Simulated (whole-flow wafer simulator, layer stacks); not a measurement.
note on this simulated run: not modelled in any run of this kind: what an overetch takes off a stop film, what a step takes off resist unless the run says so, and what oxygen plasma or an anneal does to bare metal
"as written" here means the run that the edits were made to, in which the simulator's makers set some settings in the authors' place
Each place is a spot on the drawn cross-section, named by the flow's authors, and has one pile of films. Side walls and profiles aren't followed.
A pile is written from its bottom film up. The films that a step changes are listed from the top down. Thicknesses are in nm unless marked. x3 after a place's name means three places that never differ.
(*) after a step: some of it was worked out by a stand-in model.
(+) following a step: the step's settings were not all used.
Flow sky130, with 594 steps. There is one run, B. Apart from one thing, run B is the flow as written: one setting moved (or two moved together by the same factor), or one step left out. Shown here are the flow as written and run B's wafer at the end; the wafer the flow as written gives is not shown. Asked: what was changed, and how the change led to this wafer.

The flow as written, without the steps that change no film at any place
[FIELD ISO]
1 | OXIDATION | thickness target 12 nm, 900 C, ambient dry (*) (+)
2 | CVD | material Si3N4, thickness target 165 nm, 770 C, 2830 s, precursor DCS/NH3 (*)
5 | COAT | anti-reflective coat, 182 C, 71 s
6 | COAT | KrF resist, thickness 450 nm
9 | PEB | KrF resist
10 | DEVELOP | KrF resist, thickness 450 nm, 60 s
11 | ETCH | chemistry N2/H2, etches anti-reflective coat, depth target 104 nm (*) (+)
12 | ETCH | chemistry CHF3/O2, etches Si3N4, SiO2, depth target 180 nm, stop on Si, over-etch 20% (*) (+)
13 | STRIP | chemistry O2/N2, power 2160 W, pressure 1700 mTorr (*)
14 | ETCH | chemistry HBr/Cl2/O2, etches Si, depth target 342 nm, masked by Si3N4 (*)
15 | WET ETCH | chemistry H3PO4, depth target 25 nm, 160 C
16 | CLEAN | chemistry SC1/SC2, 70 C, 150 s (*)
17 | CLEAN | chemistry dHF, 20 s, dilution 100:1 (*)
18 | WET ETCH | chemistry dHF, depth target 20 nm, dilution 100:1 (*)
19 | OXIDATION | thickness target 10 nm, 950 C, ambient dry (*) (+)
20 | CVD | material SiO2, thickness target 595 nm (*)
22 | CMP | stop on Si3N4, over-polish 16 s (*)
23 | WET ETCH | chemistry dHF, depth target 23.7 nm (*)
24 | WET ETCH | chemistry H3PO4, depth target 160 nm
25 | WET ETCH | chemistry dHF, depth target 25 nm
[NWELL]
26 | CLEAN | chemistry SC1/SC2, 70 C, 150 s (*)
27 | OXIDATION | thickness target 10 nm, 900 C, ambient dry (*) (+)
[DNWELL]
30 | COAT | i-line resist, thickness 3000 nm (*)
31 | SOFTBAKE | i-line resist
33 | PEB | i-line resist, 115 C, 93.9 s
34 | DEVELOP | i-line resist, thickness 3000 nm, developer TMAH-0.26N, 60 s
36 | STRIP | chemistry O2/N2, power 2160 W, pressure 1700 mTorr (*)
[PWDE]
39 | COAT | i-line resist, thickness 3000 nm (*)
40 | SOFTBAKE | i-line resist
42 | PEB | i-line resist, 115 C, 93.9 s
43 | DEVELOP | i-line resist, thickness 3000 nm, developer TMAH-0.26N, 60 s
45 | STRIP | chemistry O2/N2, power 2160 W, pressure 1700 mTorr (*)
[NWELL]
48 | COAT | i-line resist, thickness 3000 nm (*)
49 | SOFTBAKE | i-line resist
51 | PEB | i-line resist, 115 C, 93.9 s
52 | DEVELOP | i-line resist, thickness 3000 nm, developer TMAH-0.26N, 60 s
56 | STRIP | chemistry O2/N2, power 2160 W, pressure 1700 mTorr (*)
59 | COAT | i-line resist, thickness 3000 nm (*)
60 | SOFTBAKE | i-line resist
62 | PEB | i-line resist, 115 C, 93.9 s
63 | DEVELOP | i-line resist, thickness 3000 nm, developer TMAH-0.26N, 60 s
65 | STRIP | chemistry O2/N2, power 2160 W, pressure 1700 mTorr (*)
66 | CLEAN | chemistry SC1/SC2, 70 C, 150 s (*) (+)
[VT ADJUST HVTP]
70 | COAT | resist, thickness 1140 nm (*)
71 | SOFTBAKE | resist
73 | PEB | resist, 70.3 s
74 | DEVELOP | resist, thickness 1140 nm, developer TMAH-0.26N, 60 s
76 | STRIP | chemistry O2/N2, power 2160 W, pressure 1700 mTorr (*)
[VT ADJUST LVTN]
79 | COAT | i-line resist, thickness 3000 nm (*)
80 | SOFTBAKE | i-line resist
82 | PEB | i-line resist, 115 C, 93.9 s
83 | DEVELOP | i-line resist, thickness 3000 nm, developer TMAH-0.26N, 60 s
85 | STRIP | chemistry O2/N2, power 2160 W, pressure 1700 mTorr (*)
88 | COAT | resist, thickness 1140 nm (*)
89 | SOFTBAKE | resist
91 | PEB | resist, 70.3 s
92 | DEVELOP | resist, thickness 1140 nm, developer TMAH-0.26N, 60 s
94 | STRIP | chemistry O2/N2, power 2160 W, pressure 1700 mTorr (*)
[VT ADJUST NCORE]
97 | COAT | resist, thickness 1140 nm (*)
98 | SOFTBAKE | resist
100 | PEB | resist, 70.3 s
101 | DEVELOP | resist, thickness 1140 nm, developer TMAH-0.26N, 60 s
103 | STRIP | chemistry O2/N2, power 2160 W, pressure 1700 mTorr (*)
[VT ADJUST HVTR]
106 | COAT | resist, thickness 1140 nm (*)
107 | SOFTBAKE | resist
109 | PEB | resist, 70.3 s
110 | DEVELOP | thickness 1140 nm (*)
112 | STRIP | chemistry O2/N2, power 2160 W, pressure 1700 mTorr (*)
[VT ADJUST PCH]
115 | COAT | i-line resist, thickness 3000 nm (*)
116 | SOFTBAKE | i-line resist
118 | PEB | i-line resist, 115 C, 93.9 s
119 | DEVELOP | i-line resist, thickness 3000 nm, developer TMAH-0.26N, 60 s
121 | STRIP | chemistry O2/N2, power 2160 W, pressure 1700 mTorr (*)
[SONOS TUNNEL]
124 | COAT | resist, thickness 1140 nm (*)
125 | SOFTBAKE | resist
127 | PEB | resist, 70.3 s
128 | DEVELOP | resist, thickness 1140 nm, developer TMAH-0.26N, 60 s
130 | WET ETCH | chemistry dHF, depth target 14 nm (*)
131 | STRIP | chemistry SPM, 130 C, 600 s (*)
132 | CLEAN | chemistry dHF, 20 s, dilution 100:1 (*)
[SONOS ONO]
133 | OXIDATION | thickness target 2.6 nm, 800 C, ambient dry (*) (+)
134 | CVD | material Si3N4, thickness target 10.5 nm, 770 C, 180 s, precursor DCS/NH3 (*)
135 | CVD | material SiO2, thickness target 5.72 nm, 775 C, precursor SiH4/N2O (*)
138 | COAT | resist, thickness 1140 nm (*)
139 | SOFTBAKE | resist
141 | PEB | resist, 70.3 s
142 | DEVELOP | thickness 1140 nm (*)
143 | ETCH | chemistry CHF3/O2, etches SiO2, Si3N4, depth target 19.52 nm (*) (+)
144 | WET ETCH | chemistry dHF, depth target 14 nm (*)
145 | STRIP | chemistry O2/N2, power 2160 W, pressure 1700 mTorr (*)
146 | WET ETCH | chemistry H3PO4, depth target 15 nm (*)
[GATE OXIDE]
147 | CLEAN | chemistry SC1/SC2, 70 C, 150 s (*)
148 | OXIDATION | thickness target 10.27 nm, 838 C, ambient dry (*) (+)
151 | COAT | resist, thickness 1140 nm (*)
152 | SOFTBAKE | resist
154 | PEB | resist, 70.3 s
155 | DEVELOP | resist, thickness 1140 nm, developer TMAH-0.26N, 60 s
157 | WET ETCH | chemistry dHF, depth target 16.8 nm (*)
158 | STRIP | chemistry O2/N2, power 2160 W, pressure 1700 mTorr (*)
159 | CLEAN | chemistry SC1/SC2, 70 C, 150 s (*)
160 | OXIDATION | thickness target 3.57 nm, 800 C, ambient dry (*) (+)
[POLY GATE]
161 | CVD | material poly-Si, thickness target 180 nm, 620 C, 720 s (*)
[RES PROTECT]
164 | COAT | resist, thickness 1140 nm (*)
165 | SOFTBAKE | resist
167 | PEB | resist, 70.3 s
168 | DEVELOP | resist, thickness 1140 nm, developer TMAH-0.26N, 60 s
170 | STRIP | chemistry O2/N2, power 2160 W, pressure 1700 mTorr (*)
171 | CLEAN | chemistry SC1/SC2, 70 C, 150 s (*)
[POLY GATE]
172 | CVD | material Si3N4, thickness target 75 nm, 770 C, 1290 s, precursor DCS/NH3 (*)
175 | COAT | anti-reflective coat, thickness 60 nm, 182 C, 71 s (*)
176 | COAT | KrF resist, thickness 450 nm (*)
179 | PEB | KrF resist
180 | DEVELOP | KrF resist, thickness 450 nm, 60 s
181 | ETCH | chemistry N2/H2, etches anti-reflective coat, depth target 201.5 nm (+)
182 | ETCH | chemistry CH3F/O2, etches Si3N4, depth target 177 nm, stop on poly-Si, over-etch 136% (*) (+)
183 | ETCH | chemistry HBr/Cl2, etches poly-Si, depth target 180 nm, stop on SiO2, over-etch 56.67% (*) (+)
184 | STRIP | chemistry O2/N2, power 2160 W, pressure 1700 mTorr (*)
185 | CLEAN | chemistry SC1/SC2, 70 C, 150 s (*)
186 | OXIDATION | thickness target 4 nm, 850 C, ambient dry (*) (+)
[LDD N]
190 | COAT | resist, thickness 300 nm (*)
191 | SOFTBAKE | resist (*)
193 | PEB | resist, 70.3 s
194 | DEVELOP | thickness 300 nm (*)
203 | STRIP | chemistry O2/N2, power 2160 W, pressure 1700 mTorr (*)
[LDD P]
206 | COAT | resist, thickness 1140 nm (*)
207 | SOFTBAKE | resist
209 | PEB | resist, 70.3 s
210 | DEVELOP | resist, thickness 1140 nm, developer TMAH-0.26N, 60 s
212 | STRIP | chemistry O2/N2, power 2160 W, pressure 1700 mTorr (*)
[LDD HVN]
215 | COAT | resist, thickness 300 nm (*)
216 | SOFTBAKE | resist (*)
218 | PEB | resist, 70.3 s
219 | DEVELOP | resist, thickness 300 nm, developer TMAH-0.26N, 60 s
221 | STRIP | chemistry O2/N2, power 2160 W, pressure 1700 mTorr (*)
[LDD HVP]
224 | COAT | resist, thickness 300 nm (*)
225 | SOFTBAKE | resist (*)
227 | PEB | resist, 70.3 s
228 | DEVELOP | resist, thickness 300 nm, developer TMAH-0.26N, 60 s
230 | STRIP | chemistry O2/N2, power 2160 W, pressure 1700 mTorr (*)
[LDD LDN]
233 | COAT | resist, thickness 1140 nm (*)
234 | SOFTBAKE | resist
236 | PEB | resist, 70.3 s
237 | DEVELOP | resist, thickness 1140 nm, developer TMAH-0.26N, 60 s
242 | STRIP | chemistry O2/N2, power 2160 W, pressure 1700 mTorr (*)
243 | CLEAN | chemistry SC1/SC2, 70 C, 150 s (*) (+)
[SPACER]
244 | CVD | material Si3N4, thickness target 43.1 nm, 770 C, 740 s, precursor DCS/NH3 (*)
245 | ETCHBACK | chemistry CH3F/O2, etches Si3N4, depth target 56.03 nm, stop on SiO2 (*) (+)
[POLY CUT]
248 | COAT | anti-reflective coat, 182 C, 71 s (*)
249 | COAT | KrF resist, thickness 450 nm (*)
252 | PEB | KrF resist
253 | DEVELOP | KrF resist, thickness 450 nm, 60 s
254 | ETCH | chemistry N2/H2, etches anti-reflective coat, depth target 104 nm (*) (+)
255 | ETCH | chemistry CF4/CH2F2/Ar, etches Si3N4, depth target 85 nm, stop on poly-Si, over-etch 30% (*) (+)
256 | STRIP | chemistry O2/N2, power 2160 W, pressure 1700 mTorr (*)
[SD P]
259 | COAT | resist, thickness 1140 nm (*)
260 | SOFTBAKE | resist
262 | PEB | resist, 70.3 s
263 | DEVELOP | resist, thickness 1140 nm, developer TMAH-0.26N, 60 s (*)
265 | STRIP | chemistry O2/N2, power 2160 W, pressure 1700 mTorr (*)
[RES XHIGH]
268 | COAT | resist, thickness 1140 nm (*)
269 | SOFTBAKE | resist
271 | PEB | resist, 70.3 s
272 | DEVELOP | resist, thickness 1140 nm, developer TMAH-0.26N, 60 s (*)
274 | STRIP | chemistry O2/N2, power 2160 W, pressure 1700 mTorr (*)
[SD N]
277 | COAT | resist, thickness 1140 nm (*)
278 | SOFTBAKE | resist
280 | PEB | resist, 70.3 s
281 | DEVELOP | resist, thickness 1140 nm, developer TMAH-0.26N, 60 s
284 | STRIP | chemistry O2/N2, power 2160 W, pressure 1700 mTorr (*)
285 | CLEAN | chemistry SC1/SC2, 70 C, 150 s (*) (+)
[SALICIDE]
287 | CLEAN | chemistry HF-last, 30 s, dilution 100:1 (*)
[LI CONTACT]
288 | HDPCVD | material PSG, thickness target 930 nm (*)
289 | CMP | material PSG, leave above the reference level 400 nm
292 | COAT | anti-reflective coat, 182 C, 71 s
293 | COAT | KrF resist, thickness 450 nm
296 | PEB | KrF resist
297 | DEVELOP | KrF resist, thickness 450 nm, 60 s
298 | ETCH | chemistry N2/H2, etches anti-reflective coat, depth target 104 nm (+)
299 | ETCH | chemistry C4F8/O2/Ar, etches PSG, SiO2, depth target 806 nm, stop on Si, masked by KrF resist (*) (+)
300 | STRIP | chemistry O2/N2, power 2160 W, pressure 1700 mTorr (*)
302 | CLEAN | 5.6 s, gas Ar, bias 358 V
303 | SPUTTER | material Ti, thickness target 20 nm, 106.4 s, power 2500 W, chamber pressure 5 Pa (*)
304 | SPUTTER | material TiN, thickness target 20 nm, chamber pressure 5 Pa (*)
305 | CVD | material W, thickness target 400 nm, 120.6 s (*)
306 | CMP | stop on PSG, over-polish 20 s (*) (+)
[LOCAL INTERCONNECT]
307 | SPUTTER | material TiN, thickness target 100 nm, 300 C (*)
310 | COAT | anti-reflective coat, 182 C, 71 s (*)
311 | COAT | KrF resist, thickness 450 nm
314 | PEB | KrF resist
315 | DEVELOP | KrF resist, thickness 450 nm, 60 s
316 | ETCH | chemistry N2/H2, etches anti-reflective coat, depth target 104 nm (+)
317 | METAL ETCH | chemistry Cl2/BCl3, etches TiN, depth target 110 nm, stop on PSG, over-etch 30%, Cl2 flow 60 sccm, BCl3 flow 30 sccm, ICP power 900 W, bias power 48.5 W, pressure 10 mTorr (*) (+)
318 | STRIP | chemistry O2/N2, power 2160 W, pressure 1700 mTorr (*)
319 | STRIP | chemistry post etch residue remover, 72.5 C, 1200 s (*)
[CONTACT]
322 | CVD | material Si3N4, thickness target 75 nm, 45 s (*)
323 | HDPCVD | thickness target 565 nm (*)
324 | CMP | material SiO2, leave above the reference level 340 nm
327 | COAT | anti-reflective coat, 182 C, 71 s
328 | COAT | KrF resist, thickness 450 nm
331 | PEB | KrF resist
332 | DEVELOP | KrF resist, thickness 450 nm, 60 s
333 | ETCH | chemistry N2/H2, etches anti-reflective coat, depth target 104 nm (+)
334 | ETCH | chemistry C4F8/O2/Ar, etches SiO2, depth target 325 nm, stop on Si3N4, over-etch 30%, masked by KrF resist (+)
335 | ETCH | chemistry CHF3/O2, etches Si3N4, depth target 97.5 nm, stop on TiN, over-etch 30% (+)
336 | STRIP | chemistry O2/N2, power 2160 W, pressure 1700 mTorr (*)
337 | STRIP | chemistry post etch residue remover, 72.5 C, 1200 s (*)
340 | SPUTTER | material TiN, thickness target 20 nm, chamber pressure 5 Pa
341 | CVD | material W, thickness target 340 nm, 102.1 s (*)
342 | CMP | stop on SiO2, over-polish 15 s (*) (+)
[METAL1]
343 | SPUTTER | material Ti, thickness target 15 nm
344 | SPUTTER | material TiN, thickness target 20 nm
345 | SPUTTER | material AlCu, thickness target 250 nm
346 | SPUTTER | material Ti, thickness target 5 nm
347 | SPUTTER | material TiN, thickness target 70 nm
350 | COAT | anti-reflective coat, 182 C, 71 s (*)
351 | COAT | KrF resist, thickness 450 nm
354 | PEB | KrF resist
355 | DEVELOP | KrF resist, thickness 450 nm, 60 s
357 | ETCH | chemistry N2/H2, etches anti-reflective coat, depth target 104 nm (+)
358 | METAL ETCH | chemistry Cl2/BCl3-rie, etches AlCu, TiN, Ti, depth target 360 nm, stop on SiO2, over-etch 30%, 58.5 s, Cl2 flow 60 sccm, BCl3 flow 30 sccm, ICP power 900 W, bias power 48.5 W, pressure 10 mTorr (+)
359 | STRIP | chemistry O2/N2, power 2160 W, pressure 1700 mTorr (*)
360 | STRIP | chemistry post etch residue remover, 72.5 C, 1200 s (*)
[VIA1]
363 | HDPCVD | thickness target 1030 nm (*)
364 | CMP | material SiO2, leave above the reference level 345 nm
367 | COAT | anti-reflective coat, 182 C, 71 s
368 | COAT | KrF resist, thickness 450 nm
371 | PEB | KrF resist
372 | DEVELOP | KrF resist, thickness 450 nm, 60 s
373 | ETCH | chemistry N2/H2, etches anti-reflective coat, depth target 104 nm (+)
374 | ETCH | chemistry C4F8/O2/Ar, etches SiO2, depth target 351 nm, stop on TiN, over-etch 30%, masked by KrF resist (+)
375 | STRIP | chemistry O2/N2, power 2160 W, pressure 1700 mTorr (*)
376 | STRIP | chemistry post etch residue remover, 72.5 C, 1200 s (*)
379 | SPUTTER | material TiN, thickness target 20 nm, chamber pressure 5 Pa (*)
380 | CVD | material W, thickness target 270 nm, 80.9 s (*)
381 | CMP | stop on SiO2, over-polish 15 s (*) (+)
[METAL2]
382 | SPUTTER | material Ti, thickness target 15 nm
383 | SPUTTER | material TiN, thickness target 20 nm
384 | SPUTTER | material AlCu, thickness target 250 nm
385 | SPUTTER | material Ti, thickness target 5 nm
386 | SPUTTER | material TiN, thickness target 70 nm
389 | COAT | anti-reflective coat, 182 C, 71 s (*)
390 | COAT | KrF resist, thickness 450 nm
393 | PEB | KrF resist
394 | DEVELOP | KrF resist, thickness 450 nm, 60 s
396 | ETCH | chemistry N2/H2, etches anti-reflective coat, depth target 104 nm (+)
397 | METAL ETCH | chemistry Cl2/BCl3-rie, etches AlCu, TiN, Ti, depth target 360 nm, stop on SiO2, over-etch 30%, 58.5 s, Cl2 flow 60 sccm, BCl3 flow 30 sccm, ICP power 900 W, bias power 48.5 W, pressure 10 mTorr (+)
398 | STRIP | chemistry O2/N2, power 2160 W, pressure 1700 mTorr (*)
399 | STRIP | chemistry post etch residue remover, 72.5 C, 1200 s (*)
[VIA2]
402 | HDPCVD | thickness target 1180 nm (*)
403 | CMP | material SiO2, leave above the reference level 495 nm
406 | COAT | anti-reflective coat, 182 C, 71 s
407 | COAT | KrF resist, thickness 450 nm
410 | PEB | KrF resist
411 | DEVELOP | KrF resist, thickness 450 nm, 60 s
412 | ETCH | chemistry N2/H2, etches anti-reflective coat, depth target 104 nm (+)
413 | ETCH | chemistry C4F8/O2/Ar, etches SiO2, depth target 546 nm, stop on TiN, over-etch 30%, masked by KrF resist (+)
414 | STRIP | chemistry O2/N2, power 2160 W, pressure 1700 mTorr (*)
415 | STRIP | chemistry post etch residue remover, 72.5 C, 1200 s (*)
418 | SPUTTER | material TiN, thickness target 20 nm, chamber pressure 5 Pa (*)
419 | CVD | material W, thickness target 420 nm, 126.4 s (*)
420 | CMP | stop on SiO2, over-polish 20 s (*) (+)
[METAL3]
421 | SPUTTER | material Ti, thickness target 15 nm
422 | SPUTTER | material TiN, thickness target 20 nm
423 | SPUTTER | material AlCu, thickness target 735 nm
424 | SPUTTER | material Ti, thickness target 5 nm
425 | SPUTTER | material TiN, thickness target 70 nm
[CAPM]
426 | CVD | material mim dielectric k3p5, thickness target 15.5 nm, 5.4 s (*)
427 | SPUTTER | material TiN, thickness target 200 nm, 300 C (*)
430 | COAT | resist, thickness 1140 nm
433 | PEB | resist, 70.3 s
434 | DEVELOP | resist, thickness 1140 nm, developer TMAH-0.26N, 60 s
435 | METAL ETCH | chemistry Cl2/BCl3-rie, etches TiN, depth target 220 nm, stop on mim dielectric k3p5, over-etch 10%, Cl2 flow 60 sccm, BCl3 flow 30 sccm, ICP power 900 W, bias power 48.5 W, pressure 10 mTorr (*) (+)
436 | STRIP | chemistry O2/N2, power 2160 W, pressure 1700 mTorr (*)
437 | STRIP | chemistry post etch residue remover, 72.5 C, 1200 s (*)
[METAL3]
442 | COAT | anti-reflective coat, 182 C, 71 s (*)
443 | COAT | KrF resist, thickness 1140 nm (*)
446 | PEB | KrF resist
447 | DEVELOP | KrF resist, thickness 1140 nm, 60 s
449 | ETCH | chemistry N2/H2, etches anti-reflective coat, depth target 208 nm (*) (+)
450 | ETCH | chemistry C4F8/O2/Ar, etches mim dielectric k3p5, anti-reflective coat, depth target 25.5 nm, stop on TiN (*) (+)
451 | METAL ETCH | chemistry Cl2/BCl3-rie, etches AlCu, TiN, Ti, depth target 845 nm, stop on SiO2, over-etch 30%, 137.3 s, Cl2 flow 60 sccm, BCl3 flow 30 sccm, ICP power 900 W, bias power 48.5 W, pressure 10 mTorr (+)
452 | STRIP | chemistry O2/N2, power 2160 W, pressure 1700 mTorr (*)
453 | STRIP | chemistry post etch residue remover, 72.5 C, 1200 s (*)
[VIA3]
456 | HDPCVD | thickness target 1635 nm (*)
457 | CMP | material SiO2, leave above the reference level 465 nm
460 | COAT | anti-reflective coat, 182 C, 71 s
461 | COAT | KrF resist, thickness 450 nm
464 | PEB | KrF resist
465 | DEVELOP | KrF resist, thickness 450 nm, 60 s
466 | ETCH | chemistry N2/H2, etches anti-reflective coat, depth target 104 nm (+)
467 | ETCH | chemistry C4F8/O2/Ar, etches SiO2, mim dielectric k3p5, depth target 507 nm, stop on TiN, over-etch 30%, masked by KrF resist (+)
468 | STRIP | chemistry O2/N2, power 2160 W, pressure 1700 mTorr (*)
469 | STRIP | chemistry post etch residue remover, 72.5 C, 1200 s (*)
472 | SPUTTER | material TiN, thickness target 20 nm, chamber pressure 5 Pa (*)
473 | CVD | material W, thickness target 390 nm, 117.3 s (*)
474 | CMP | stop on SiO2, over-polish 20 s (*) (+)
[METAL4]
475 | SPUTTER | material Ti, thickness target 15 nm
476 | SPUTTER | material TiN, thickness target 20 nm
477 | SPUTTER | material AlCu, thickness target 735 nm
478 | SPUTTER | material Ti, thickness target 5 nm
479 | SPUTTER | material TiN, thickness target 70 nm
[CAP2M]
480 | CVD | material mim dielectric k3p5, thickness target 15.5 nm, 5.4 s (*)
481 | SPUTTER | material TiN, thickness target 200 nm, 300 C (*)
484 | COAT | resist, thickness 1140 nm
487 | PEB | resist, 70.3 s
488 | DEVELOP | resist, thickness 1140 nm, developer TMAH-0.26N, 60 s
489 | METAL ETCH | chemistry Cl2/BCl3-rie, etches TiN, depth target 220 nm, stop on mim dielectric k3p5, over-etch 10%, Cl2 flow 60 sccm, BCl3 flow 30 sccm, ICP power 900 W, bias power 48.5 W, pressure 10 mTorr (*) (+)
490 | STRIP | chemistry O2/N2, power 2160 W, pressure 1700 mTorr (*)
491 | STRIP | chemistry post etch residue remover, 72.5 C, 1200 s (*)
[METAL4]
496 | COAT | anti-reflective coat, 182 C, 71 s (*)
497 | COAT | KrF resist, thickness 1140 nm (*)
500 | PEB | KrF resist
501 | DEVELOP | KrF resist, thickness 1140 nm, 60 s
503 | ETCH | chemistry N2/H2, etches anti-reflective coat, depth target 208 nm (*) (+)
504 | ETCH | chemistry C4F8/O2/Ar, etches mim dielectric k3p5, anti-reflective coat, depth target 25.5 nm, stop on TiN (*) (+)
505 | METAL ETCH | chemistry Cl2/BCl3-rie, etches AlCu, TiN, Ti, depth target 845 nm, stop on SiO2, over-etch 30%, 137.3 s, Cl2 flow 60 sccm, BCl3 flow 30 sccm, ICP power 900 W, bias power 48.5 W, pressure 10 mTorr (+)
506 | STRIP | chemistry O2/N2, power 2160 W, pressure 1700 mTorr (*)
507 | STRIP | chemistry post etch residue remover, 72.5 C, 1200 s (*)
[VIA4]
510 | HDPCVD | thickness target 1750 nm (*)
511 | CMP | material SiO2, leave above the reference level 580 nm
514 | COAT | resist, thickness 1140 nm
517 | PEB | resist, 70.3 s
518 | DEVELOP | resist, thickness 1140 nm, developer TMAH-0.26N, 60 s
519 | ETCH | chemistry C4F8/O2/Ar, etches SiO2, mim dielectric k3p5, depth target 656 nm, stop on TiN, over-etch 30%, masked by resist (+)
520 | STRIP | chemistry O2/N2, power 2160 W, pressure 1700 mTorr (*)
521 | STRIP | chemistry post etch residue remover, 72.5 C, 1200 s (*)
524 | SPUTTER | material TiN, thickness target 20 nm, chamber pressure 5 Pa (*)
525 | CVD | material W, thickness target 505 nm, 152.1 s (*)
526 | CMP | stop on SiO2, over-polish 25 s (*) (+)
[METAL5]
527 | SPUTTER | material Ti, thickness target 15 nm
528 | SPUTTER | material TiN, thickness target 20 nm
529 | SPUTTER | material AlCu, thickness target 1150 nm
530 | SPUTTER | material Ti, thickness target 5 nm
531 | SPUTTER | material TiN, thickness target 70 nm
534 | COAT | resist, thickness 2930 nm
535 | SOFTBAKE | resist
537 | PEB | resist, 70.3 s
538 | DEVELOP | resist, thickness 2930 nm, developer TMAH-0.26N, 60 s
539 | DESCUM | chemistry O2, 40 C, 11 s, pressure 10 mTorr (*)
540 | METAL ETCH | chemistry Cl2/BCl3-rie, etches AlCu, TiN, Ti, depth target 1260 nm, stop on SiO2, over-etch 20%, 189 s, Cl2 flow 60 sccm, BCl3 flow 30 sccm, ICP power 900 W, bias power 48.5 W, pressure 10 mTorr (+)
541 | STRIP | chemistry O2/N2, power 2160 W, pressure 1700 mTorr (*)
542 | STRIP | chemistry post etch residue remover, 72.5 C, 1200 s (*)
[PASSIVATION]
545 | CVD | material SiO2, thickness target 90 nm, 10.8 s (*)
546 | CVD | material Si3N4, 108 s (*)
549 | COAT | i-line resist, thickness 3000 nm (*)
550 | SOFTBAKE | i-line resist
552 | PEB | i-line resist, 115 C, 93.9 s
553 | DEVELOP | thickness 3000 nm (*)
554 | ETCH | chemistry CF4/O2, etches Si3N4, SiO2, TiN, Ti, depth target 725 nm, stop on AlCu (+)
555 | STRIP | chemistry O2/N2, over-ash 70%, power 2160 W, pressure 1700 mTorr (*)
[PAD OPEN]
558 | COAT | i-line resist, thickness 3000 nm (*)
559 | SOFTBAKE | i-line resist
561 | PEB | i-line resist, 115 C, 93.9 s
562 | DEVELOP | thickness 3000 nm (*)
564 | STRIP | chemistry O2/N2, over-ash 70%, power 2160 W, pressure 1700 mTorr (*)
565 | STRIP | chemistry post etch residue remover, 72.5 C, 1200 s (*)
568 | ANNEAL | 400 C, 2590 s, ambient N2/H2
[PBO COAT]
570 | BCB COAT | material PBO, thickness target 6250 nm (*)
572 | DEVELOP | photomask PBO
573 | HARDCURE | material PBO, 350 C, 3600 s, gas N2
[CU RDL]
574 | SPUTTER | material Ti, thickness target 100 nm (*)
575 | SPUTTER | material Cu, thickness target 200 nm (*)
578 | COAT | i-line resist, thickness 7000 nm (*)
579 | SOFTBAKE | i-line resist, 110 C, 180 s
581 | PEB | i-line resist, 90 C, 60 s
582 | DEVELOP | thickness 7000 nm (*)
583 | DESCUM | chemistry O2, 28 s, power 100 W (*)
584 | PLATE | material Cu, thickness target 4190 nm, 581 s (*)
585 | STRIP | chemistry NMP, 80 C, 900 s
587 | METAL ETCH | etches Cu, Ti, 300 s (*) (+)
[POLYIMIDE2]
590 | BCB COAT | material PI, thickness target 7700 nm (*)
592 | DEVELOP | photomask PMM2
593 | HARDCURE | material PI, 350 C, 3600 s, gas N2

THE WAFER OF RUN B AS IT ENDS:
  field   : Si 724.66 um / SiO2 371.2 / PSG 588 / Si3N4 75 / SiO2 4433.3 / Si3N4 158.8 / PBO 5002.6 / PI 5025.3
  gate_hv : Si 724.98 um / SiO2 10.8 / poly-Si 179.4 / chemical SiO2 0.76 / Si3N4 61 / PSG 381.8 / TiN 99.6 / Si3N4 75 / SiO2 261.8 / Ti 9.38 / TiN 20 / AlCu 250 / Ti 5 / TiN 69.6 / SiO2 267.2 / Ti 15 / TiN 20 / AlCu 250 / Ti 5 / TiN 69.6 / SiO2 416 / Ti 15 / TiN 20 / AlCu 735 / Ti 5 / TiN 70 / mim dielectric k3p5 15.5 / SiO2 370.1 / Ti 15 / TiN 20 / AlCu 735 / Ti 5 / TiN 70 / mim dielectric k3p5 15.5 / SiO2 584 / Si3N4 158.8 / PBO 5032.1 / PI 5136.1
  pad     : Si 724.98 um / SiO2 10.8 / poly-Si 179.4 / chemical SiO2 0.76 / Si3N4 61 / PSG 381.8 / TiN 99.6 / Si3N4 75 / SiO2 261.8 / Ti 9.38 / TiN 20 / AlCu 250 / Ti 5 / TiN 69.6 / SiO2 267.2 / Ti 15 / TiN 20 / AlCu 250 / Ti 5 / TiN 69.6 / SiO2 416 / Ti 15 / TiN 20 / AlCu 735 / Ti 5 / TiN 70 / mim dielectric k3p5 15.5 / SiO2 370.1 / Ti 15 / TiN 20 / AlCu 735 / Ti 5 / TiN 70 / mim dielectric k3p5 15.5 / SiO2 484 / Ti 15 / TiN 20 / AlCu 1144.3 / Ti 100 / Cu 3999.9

The reason: step 343, SPUTTER: thickness target 9.38 nm was run, while the flow as written has thickness target 15 nm.
The wafer itself shows it: gate_hv has Ti 9.38, and step 343 as written asks for 15 nm.

Step by step, how the change led to this:
  343 | SPUTTER | material Ti, thickness target 15 nm
      field, active, n_well and 188 more: +9.38 Ti (new film) (it would be, as written: +15 Ti (new film))
  358 | METAL ETCH | chemistry Cl2/BCl3-rie, etches AlCu, TiN, Ti, depth target 360 nm, stop on SiO2, over-etch 30%, 58.5 s, Cl2 flow 60 sccm, BCl3 flow 30 sccm, ICP power 900 W, bias power 48.5 W, pressure 10 mTorr (+)
      field, active, gate and 81 more: -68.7 TiN (all of it), -5 Ti (all of it), -250 AlCu (all of it), -20 TiN (all of it), -9.38 Ti (all of it), -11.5 SiO2 (it would be, as written: -68.7 TiN (all of it), -5 Ti (all of it), -250 AlCu (all of it), -20 TiN (all of it), -15 Ti (all of it), -10.9 SiO2)
